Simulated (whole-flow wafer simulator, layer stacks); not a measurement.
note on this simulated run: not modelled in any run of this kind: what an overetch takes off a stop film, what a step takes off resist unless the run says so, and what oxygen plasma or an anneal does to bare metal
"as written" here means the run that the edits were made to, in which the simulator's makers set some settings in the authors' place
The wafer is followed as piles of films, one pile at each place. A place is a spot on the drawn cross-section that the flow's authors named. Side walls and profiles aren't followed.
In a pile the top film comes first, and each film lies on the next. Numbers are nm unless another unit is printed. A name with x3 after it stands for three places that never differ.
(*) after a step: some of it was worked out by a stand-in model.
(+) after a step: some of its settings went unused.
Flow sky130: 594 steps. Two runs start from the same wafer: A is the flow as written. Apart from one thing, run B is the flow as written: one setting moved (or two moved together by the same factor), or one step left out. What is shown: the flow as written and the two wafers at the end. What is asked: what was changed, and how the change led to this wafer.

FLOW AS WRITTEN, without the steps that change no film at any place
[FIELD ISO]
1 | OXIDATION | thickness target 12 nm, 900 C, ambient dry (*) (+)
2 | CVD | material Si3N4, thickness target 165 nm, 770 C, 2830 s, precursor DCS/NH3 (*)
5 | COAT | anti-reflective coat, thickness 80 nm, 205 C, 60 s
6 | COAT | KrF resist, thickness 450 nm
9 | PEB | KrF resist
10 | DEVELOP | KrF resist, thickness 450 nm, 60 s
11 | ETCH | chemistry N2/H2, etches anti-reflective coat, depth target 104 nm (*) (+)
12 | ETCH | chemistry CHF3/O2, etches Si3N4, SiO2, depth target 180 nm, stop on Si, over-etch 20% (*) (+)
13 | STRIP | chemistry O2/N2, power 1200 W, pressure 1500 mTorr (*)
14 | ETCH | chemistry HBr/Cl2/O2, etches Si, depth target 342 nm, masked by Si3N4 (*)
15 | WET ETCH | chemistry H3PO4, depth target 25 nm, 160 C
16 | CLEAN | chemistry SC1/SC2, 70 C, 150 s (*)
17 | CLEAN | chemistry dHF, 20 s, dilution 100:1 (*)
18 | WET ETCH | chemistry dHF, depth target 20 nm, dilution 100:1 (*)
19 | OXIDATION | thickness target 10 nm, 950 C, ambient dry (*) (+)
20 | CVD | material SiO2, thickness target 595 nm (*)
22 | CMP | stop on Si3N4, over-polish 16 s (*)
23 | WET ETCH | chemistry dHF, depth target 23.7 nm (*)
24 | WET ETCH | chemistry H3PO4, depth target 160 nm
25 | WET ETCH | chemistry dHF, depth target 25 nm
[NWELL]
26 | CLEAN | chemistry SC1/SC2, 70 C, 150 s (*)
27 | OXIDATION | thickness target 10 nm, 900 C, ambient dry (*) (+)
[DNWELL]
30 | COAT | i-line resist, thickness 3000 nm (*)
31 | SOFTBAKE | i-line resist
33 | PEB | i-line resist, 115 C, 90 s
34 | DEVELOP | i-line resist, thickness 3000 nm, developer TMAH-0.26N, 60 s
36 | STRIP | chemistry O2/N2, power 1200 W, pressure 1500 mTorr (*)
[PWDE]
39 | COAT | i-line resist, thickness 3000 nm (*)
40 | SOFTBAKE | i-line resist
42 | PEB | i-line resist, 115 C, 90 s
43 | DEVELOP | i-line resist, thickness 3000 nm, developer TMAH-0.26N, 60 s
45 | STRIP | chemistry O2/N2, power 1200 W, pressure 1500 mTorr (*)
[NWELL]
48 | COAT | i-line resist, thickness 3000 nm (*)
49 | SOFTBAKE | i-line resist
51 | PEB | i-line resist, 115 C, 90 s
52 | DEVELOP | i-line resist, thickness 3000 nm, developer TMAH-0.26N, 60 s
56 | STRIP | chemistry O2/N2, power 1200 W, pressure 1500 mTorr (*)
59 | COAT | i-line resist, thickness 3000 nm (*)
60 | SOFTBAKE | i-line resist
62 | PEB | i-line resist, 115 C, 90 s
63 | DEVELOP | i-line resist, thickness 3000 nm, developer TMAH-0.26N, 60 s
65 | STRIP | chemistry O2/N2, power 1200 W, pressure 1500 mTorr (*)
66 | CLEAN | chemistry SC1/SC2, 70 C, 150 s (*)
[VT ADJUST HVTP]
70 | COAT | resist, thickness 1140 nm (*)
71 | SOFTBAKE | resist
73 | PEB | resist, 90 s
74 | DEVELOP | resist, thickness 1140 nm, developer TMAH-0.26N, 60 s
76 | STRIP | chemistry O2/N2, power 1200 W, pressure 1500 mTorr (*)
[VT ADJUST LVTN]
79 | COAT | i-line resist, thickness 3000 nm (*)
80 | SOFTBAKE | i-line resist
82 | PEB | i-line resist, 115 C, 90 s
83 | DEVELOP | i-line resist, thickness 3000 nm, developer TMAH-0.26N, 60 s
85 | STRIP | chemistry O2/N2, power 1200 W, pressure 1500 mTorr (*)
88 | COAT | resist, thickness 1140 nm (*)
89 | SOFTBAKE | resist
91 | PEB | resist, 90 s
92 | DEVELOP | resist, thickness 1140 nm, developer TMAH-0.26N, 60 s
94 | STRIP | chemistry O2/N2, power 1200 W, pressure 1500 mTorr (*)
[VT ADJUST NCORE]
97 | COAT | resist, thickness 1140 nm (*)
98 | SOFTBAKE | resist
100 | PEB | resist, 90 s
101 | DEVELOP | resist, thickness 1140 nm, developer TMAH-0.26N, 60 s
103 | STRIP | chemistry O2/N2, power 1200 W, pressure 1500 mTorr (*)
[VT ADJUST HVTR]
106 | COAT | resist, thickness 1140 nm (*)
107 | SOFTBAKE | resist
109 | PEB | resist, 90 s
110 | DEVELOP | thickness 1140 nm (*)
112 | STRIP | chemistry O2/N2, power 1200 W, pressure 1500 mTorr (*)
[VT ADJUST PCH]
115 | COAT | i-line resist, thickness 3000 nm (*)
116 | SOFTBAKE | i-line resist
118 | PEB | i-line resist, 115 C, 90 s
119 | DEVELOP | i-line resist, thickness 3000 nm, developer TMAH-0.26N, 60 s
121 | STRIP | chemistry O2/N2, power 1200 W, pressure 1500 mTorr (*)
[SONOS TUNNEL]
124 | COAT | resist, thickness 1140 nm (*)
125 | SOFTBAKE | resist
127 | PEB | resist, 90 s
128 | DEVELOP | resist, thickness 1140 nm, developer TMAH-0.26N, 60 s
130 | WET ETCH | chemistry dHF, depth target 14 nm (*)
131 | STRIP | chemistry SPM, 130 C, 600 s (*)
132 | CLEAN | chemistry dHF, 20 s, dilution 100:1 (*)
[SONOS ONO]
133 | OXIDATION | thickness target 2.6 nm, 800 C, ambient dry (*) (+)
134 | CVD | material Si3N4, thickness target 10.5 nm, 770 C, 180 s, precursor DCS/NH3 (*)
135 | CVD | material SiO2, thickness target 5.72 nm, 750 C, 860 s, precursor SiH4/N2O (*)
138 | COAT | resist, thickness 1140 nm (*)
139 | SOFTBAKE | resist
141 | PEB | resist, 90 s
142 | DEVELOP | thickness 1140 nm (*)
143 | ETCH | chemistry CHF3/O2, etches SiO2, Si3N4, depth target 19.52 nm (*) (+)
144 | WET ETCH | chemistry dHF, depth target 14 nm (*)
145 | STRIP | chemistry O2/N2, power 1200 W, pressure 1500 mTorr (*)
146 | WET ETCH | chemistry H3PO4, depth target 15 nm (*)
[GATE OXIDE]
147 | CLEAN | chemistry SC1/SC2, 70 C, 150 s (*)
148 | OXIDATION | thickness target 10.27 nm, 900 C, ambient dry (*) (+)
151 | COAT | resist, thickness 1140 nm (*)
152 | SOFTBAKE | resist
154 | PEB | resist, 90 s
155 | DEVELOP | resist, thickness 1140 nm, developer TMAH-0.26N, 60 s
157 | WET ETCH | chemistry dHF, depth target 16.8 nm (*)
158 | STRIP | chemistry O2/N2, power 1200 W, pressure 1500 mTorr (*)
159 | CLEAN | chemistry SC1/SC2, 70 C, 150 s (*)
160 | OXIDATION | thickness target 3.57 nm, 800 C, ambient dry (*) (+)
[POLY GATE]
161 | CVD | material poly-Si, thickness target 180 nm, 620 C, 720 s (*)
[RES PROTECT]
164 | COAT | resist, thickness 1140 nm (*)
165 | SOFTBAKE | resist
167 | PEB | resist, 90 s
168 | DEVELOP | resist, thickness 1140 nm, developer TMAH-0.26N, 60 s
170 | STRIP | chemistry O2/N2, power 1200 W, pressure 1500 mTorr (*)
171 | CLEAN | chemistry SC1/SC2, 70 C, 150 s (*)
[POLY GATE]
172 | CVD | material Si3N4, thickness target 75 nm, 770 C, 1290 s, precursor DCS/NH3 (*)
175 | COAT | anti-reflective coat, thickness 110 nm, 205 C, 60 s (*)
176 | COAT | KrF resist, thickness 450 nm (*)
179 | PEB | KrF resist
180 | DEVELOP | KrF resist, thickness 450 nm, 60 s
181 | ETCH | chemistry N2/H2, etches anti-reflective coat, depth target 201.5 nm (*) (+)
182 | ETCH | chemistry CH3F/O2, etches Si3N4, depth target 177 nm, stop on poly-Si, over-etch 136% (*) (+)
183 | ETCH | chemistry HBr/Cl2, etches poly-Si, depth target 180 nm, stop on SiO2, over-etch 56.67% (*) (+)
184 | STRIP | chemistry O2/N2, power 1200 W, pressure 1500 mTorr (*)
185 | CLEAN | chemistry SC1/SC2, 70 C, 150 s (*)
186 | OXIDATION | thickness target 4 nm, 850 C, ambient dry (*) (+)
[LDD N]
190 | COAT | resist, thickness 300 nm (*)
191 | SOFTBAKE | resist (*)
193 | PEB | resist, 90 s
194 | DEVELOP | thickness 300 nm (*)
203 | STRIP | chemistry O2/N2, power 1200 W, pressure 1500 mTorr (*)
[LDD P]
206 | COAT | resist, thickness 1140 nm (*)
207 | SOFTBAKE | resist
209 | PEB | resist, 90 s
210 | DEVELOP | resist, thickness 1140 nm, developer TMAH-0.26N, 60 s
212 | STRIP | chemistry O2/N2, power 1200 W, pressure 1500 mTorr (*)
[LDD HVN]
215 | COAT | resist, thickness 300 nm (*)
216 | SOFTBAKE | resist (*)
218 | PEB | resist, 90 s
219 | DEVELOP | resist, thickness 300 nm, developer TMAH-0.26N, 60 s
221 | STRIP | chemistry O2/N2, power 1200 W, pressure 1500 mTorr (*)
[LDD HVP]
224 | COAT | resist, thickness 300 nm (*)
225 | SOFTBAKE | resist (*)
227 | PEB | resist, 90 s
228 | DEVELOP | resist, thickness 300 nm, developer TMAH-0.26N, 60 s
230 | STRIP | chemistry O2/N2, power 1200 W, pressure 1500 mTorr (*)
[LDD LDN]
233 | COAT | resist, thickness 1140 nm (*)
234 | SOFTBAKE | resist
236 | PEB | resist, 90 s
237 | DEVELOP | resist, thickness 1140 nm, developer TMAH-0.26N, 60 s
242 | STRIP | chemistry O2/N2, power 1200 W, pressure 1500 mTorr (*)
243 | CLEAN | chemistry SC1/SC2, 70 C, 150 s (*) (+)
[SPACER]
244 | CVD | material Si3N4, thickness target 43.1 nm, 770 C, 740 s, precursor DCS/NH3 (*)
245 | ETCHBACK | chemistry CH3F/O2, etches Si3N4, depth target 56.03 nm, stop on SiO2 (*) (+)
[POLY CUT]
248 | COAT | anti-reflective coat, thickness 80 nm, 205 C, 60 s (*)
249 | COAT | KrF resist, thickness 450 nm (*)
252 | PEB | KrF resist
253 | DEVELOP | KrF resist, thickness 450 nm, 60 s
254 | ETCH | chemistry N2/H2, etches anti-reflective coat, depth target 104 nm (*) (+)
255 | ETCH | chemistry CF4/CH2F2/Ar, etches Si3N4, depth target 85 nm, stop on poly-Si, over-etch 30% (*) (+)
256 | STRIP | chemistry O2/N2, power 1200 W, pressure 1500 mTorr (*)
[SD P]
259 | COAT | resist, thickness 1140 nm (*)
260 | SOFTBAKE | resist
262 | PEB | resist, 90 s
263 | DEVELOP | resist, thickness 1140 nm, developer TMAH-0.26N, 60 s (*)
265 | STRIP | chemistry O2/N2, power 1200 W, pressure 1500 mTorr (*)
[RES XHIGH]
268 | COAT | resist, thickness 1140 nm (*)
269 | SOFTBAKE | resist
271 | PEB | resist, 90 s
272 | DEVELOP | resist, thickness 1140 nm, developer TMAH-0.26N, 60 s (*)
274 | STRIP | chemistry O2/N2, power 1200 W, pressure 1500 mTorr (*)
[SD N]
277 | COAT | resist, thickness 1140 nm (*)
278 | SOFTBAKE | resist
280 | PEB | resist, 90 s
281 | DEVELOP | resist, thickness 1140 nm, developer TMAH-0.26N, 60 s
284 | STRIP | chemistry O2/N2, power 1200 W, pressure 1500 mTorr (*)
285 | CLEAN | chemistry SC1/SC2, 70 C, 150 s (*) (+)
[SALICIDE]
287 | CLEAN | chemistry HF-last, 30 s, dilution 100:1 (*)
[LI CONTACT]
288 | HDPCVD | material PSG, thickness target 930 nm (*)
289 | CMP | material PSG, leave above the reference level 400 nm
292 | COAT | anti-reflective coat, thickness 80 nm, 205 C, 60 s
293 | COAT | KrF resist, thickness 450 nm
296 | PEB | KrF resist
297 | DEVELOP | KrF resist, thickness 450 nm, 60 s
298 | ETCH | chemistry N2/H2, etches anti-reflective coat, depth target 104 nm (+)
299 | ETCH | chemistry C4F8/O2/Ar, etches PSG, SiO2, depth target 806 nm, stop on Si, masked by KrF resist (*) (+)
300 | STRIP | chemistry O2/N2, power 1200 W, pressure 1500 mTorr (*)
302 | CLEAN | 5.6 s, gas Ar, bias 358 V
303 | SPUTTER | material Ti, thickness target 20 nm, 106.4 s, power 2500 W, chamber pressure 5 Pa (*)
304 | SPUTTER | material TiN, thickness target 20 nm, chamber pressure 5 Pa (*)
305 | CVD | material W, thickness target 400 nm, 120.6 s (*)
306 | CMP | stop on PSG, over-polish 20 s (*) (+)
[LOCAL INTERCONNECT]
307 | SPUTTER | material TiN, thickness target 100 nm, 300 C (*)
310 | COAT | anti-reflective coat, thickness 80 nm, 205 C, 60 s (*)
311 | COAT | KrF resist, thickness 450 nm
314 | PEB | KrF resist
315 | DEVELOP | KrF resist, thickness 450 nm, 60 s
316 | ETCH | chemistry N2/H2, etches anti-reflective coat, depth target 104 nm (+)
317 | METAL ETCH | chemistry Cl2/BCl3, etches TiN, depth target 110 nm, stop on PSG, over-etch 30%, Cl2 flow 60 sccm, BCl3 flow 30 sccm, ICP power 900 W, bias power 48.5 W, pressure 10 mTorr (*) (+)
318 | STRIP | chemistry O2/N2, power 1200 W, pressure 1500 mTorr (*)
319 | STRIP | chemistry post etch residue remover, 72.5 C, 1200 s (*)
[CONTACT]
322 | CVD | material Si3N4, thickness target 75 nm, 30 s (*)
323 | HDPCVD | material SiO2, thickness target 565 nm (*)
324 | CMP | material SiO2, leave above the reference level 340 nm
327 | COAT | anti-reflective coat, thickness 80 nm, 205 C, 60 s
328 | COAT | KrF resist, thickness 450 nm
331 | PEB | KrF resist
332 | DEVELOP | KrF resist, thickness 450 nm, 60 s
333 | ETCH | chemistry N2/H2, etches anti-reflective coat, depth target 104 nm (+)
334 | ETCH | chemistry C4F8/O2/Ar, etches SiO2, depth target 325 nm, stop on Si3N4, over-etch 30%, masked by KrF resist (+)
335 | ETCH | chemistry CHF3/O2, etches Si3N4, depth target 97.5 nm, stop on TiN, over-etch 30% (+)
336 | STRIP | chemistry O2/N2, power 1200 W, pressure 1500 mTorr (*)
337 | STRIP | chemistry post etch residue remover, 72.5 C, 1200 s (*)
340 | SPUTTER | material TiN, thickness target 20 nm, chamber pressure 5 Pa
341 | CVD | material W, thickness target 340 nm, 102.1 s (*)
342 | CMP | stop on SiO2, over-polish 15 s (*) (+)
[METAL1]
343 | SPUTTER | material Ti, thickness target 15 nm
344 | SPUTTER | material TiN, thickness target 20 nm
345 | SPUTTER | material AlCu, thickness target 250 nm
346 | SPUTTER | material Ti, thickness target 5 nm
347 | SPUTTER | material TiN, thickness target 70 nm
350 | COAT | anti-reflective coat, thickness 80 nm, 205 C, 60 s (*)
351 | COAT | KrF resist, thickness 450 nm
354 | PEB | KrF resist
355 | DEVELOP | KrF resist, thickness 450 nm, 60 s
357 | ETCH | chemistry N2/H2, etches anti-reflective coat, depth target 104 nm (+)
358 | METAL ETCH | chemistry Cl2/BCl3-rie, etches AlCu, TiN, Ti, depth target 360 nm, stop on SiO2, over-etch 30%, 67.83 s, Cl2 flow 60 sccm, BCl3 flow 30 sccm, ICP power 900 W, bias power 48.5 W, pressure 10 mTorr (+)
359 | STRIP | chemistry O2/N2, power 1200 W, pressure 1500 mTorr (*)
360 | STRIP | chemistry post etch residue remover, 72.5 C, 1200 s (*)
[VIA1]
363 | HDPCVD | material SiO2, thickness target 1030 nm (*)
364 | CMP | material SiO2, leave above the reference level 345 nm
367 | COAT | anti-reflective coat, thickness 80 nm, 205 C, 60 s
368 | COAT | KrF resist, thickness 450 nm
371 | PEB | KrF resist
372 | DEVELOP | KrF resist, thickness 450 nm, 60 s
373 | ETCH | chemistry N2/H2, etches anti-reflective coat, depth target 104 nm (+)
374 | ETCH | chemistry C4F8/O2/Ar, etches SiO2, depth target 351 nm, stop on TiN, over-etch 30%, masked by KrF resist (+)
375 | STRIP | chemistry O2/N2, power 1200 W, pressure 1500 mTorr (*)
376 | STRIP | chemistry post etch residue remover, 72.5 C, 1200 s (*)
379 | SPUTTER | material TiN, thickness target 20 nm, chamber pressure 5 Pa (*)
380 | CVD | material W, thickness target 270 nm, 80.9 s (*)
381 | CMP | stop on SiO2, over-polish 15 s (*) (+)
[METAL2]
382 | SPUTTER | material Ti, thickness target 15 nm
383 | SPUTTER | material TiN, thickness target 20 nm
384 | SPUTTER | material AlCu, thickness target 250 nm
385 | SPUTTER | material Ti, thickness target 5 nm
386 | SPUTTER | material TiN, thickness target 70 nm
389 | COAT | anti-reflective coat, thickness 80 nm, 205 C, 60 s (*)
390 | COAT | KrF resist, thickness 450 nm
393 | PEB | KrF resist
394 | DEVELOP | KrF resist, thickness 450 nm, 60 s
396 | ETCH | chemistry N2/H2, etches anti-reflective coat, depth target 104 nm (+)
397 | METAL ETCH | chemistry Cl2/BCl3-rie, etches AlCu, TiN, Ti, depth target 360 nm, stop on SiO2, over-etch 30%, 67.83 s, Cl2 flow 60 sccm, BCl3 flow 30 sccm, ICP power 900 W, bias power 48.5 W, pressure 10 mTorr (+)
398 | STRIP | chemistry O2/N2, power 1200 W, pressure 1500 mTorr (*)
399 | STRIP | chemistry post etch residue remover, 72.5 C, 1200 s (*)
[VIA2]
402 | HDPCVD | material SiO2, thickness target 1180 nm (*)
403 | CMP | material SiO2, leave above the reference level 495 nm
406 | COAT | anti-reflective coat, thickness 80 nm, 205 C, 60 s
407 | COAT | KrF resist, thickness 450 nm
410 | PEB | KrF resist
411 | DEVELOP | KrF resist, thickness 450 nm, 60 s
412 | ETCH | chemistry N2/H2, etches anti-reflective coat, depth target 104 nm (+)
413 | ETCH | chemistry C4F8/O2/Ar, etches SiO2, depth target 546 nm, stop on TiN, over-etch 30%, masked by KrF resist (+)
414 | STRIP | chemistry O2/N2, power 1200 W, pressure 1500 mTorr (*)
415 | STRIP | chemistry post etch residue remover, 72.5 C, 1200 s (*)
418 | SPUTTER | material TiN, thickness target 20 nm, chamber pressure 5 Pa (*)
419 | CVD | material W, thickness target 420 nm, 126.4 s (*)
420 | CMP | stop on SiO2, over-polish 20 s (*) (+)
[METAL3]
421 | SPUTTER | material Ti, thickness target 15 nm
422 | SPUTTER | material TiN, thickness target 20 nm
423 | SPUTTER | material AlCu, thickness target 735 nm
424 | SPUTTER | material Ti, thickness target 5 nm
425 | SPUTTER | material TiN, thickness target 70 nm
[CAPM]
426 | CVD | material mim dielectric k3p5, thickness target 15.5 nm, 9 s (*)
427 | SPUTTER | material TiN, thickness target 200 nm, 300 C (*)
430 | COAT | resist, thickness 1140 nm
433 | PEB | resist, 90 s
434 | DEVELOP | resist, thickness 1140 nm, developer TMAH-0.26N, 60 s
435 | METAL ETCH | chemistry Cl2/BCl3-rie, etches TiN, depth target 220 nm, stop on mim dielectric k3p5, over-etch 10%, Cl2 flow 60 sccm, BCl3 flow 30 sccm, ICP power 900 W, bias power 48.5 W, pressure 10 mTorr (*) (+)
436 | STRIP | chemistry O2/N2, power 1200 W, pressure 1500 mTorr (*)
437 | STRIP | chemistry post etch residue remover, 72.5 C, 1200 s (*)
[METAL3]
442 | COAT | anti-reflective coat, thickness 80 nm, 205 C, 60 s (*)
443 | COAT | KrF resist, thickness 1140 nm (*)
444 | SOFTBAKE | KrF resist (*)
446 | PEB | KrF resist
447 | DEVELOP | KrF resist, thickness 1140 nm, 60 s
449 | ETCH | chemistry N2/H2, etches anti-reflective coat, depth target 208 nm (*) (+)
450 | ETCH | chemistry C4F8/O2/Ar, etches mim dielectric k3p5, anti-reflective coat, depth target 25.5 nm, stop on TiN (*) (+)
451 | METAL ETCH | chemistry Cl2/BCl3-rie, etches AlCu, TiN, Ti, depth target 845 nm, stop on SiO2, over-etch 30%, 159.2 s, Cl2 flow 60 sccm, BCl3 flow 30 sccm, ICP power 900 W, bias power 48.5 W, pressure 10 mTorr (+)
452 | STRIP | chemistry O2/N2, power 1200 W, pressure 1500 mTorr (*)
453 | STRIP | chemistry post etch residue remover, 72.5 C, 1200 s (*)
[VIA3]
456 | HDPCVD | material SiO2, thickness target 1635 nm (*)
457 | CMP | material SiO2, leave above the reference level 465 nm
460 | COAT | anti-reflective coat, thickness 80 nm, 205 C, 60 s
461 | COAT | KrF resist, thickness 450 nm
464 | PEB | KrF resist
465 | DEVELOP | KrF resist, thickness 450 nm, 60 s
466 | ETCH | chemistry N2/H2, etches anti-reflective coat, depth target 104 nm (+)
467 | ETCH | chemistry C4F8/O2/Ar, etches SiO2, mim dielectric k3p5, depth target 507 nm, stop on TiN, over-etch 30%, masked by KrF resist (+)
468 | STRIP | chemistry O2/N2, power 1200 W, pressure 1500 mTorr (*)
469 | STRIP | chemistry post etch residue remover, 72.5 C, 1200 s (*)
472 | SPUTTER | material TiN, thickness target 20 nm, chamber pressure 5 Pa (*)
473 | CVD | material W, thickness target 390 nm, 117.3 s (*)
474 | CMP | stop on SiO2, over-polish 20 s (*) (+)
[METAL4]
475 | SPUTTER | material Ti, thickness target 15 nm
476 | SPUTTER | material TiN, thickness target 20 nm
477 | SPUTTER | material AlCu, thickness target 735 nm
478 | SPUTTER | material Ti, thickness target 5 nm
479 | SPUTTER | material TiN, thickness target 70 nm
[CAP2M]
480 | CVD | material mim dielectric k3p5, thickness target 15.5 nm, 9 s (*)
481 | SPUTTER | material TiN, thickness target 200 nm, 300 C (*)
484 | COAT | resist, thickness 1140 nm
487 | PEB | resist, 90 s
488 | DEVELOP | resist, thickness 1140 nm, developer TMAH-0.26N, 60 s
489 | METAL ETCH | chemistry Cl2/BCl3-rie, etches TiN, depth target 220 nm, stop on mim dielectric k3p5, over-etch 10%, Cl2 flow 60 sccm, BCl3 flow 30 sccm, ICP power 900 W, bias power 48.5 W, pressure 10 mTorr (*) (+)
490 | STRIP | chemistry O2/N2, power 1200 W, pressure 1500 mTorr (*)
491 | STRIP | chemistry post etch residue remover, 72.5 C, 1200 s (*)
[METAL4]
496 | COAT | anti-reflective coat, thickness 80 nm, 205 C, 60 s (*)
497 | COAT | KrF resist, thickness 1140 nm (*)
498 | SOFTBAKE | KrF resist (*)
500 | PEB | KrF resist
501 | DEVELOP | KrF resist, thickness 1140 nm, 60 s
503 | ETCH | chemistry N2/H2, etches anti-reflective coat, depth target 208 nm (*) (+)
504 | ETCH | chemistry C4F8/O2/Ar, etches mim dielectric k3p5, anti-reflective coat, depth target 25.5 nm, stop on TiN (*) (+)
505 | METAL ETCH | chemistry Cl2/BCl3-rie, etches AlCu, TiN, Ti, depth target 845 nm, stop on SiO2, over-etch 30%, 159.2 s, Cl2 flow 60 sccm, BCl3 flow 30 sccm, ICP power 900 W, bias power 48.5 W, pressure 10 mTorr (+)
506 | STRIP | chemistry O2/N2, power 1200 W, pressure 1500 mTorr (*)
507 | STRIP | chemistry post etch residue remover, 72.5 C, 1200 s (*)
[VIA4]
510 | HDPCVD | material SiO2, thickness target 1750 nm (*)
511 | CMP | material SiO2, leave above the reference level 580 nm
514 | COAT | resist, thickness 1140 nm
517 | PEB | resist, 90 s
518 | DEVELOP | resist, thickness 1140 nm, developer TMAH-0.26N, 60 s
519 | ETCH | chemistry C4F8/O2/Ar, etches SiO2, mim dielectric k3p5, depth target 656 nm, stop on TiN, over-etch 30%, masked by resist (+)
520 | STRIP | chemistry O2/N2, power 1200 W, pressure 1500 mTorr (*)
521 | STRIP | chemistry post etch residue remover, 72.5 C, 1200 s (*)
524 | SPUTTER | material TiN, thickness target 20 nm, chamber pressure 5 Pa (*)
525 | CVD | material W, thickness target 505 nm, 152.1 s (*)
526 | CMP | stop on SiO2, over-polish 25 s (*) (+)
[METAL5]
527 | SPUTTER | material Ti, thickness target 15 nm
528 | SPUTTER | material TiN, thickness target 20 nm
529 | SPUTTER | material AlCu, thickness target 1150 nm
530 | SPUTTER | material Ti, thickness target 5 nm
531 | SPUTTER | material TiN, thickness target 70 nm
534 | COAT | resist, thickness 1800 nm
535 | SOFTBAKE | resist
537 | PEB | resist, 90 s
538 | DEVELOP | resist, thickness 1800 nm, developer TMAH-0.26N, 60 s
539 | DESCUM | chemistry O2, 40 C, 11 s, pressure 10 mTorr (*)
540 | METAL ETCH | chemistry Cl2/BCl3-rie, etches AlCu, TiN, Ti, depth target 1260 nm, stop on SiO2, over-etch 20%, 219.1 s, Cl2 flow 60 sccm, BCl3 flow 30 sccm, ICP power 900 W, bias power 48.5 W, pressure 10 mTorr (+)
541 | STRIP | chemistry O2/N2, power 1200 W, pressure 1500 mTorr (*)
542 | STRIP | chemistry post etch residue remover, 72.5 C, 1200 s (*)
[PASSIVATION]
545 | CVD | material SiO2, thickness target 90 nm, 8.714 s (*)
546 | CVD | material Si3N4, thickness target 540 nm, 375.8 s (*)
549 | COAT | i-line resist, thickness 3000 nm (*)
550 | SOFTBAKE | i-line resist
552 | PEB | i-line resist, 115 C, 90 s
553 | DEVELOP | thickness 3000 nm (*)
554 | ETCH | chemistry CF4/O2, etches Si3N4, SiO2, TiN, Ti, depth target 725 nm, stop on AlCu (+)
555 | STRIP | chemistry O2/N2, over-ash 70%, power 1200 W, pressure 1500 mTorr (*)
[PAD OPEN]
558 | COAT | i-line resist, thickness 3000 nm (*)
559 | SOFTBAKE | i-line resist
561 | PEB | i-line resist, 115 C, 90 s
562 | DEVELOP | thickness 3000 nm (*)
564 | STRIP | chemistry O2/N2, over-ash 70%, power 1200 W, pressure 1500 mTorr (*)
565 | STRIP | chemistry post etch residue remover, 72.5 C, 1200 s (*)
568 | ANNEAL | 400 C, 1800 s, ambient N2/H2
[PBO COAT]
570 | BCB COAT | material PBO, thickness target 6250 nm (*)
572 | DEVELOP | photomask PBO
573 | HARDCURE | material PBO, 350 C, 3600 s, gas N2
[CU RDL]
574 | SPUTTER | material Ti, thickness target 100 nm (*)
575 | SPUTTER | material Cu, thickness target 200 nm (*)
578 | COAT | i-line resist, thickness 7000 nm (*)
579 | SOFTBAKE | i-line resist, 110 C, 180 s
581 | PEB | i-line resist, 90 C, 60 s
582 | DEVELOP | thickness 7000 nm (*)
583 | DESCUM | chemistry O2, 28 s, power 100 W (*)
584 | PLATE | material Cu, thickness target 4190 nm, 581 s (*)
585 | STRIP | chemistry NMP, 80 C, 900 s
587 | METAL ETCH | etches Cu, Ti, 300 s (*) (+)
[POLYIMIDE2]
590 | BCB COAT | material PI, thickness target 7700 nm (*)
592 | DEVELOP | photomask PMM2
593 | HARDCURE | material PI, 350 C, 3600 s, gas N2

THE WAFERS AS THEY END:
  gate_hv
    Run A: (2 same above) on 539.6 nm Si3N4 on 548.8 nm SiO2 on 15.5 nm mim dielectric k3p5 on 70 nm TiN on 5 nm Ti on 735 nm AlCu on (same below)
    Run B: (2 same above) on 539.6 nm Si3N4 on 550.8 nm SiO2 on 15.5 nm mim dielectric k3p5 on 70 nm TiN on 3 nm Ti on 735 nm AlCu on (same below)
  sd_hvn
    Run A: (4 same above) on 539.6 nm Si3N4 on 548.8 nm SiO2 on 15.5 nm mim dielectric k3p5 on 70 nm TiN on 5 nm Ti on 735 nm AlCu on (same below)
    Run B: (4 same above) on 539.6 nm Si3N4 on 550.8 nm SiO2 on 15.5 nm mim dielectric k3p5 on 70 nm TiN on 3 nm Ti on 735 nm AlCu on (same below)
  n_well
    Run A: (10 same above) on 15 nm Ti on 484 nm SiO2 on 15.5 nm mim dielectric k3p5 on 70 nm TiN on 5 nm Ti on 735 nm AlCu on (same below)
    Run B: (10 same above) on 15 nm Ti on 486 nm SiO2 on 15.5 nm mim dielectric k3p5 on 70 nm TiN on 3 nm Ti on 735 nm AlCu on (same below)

What caused this: step 478, SPUTTER: thickness target 3 nm was run, whereas the flow has thickness target 5 nm.
The wafer itself shows it: gate_hv has Ti 3, and step 478 as written asks for 5 nm.

Step by step, how the change led to this:
  478 | SPUTTER | material Ti, thickness target 5 nm
      field, active, n_well and 189 more: A Ti gains 5 (new film) | B Ti gains 3 (new film)
  505 | METAL ETCH | chemistry Cl2/BCl3-rie, etches AlCu, TiN, Ti, depth target 845 nm, stop on SiO2, over-etch 30%, 159.2 s, Cl2 flow 60 sccm, BCl3 flow 30 sccm, ICP power 900 W, bias power 48.5 W, pressure 10 mTorr (+)
      field, active, gate and 70 more: A TiN loses 70 (all of it), Ti loses 5 (all of it), AlCu loses 735 (all of it), TiN loses 20 (all of it), Ti loses 15 (all of it), SiO2 loses 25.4 | B TiN loses 70 (all of it), Ti loses 3 (all of it), AlCu loses 735 (all of it), TiN loses 20 (all of it), Ti loses 15 (all of it), SiO2 loses 25.6
      vpp_iso1, mim_edge_plate, m1_ln and 11 more: A TiN loses 70 (all of it), Ti loses 5 (all of it), AlCu loses 735 (all of it), TiN loses 20 (all of it), Ti loses 15 (all of it), SiO2 loses 25.3 | B TiN loses 70 (all of it), Ti loses 3 (all of it), AlCu loses 735 (all of it), TiN loses 20 (all of it), Ti loses 15 (all of it), SiO2 loses 25.6
      (as well as at 1 more place)
